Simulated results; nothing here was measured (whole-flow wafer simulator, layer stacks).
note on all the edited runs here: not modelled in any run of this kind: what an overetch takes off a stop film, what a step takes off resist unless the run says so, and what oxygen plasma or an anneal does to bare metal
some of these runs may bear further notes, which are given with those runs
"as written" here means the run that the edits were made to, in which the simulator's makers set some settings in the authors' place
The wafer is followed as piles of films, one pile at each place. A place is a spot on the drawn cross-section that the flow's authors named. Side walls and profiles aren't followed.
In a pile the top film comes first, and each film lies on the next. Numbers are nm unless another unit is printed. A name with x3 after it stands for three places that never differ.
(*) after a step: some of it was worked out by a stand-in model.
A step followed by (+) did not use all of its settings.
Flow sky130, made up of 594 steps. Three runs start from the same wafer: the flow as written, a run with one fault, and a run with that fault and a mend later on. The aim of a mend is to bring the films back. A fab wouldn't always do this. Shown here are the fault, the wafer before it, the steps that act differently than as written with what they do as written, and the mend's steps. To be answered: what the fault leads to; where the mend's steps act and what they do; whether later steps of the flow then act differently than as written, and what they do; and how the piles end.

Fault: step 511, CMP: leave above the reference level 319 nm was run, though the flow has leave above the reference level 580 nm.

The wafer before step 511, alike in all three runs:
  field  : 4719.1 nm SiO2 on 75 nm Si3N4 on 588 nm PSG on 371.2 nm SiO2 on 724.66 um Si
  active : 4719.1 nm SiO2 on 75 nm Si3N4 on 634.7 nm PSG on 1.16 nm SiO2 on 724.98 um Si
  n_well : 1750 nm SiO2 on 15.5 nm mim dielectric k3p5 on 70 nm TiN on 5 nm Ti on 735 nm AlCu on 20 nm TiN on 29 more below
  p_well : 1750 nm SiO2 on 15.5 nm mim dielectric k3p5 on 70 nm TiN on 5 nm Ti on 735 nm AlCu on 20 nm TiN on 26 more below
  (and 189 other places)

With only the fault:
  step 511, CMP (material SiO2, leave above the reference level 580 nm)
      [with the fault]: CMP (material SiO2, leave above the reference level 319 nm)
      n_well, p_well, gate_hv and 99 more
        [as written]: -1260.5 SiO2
        [with the fault]: -1521.5 SiO2
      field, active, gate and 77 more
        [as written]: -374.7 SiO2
        [with the fault]: -635.7 SiO2
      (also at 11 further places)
  Steps further on in the flow that do not act as written:
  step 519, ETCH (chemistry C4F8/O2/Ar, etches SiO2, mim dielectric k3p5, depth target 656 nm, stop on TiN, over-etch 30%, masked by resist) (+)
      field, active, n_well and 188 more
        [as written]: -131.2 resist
        [with the fault]: -63.6 resist
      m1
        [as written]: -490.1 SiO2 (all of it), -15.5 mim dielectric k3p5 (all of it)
        [with the fault]: -229.1 SiO2 (all of it), -15.5 mim dielectric k3p5 (all of it)
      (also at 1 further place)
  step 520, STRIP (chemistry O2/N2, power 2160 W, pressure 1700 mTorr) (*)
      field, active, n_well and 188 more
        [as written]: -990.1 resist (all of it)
        [with the fault]: -1057.7 resist (all of it)
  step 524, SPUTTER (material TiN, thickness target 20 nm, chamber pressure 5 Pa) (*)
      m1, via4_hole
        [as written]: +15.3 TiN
        [with the fault]: +17.3 TiN
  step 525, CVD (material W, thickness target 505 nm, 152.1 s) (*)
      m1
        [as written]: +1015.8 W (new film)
        [with the fault]: +556 W (new film)
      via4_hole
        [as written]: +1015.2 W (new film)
        [with the fault]: +557.1 W (new film)
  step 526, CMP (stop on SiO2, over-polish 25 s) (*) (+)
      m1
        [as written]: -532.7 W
        [with the fault]: -335.9 W
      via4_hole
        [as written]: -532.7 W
        [with the fault]: -337.7 W
  By the end, the piles at field, active, n_well and 190 more depart from the flow's by more than 2% or 0.5 nm, whichever is larger.
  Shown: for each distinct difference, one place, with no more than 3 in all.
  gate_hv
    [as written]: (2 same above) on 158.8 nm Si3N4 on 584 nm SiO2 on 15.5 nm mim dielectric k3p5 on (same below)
    [with the fault]: (2 same above) on 158.8 nm Si3N4 on 323 nm SiO2 on 15.5 nm mim dielectric k3p5 on (same below)
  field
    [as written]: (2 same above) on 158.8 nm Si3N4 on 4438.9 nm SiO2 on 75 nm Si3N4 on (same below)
    [with the fault]: (2 same above) on 158.8 nm Si3N4 on 4177.9 nm SiO2 on 75 nm Si3N4 on (same below)
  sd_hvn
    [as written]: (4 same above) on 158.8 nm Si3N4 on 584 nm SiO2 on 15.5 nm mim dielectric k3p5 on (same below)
    [with the fault]: (4 same above) on 158.8 nm Si3N4 on 323 nm SiO2 on 15.5 nm mim dielectric k3p5 on (same below)

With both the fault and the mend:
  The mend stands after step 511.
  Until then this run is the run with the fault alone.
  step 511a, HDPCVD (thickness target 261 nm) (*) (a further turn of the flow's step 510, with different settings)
      field, active, n_well and 190 more
        +261 SiO2
  Every later step of the flow that is run acts as written at every place that is followed.
  At every place that both follow, the piles at the end match the flow's.
